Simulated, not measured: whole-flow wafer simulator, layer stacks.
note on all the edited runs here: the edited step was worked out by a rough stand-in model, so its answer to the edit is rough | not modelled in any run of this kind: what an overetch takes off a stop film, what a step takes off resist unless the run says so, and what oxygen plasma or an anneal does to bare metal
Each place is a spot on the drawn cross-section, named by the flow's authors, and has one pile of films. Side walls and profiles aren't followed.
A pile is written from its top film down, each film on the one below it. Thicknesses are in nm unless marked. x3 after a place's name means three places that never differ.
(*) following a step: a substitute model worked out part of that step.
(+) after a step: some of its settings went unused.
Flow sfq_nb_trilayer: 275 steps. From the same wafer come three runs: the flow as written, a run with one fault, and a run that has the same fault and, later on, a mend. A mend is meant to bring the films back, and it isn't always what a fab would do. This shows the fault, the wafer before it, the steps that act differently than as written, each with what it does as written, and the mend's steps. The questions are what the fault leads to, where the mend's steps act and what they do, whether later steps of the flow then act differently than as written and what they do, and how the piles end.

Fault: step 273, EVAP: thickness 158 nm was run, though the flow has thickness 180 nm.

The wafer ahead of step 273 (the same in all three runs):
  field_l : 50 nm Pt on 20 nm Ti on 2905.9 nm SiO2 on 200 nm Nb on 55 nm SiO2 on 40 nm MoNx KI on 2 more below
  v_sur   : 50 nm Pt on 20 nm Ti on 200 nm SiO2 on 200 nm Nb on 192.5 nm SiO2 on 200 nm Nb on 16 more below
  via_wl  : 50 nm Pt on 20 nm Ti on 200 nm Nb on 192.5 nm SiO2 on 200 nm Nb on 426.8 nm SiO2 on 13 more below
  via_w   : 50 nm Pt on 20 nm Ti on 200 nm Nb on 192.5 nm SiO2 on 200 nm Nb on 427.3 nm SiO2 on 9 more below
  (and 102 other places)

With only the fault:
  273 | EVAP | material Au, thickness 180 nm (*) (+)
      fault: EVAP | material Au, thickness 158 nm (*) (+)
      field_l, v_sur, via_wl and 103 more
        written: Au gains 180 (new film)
        fault: Au gains 158 (new film)
  Later steps of the flow acting differently than as written:
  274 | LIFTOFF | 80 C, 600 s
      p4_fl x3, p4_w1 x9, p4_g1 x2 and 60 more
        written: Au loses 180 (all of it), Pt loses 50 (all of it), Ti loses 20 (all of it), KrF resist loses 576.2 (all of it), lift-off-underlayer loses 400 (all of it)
        fault: Au loses 158 (all of it), Pt loses 50 (all of it), Ti loses 20 (all of it), KrF resist loses 576.2 (all of it), lift-off-underlayer loses 400 (all of it)
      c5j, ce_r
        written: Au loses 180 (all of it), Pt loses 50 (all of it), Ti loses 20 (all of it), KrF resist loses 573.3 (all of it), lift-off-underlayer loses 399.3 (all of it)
        fault: Au loses 158 (all of it), Pt loses 50 (all of it), Ti loses 20 (all of it), KrF resist loses 573.3 (all of it), lift-off-underlayer loses 399.3 (all of it)
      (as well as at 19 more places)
  At field_l, v_sur, via_wl and 8 more, the piles at the end differ from the flow's by more than 2% or 0.5 nm, whichever is larger.
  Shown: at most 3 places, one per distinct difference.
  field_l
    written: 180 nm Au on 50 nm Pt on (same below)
    fault: 158 nm Au on 50 nm Pt on (same below)

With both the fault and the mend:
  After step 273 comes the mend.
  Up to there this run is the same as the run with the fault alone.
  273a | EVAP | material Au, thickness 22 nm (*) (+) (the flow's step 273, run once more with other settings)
      field_l, v_sur, via_wl and 103 more
        Au gains 22
  None of the later steps of the flow acts differently than as written at any place that is followed.
  By the end, the piles equal the flow's at every place that both follow.
